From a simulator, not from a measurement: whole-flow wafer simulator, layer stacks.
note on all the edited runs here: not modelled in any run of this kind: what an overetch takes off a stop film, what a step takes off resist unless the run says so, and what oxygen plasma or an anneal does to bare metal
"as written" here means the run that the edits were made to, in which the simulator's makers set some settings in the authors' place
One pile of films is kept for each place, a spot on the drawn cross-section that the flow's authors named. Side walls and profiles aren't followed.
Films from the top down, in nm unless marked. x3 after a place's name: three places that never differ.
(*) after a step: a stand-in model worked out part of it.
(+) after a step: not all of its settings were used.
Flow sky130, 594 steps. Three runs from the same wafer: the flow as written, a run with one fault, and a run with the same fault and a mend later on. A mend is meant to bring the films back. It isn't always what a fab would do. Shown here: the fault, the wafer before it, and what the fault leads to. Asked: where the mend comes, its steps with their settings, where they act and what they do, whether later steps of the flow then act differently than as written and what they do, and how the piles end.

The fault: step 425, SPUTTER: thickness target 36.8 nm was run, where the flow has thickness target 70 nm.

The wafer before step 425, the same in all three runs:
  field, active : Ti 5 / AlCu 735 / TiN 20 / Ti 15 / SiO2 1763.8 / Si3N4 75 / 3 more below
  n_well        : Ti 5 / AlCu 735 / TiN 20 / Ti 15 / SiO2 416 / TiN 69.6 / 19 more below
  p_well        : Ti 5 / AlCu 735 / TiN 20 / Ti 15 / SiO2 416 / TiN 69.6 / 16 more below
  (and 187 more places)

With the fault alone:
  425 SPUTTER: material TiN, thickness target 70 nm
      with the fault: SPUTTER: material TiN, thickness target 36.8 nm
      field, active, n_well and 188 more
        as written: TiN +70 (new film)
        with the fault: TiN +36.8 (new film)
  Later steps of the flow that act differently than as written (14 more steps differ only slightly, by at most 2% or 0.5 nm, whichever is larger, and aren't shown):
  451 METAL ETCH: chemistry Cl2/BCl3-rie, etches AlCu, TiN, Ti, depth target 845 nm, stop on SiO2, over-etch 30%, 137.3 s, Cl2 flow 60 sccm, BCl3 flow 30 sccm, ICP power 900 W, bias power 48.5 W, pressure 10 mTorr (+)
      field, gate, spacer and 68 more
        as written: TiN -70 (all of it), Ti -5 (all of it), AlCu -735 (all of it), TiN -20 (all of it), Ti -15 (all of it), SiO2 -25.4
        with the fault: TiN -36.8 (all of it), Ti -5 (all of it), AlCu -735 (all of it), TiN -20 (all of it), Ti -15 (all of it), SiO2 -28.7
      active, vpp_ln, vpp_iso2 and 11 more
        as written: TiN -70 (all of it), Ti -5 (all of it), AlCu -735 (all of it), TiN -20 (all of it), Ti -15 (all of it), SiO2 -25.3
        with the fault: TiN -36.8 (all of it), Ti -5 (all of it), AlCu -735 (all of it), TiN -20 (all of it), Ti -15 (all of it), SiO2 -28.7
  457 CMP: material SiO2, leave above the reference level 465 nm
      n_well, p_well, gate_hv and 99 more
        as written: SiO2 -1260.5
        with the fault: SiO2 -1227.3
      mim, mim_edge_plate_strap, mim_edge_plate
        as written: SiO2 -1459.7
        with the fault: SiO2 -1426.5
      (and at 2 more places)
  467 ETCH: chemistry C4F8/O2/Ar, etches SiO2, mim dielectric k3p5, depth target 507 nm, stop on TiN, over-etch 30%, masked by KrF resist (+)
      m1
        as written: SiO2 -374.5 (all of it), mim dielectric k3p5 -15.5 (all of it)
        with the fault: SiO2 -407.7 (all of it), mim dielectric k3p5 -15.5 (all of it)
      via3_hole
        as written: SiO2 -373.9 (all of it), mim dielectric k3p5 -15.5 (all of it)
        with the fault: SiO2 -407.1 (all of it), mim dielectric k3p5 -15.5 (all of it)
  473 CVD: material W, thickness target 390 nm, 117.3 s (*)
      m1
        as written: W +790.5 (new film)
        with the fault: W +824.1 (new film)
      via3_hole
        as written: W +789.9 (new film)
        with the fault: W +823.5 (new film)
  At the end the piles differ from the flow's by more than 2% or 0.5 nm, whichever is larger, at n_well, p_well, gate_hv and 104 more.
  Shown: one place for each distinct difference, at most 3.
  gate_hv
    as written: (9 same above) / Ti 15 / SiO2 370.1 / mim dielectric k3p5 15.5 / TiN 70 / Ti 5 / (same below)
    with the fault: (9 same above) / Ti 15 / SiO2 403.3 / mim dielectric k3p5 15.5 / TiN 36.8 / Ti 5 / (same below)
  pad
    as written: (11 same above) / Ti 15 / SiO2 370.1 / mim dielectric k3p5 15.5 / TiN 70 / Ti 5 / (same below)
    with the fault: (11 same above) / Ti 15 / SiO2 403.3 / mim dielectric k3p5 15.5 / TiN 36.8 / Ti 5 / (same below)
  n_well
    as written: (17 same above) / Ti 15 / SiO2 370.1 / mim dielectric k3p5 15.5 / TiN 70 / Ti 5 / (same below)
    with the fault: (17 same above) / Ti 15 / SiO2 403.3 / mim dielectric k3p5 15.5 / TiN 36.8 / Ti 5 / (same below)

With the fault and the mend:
  The mend comes after step 425.
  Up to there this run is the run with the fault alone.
  425a SPUTTER: material TiN, thickness target 33.2 nm (the flow's step 425 once more, with other settings)
      field, active, n_well and 188 more
        TiN +33.2
  No later step of the flow acts differently than as written at any place that is followed.
  At the end the piles are the same as the flow's at every place that both follow.
